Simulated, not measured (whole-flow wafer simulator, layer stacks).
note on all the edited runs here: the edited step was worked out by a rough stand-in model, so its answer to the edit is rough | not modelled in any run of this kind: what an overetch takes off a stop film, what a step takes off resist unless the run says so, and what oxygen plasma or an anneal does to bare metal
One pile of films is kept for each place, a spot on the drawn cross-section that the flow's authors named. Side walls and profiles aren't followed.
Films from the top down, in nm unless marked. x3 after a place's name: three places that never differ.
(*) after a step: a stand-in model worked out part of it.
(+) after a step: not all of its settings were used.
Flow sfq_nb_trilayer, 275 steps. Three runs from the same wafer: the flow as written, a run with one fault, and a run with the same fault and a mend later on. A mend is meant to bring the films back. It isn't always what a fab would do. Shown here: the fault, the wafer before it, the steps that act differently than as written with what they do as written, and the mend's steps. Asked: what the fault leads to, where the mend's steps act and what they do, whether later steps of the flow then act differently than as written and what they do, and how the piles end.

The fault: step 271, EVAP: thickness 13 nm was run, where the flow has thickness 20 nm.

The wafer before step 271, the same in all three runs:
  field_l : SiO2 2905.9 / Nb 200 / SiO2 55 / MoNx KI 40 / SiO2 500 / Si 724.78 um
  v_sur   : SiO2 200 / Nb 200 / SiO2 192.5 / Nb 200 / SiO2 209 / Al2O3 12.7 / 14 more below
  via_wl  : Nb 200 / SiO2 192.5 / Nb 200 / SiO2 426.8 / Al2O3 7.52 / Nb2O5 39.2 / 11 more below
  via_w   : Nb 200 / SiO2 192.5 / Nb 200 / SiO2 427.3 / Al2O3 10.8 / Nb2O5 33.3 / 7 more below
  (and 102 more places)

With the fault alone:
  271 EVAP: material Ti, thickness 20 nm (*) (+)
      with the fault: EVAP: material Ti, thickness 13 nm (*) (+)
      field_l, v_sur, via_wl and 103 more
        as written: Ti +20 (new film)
        with the fault: Ti +13 (new film)
  Later steps of the flow that act differently than as written:
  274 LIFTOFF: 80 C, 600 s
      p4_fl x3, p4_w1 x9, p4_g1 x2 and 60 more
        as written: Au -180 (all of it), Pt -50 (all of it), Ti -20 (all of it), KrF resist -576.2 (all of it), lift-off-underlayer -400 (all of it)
        with the fault: Au -180 (all of it), Pt -50 (all of it), Ti -13 (all of it), KrF resist -576.2 (all of it), lift-off-underlayer -400 (all of it)
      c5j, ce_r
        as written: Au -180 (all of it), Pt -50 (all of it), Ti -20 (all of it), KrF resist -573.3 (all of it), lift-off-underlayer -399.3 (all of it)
        with the fault: Au -180 (all of it), Pt -50 (all of it), Ti -13 (all of it), KrF resist -573.3 (all of it), lift-off-underlayer -399.3 (all of it)
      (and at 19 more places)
  At the end the piles differ from the flow's by more than 2% or 0.5 nm, whichever is larger, at field_l, v_sur, via_wl and 8 more.
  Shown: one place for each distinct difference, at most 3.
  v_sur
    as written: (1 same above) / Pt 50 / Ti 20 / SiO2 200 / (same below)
    with the fault: (1 same above) / Pt 50 / Ti 13 / SiO2 200 / (same below)
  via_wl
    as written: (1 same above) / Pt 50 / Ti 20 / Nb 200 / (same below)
    with the fault: (1 same above) / Pt 50 / Ti 13 / Nb 200 / (same below)
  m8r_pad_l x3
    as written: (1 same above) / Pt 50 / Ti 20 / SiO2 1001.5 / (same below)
    with the fault: (1 same above) / Pt 50 / Ti 13 / SiO2 1001.5 / (same below)

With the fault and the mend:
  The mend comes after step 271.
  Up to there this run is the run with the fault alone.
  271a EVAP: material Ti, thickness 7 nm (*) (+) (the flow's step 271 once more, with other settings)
      field_l, v_sur, via_wl and 103 more
        Ti +7
  No later step of the flow acts differently than as written at any place that is followed.
  At the end the piles are the same as the flow's at every place that both follow.
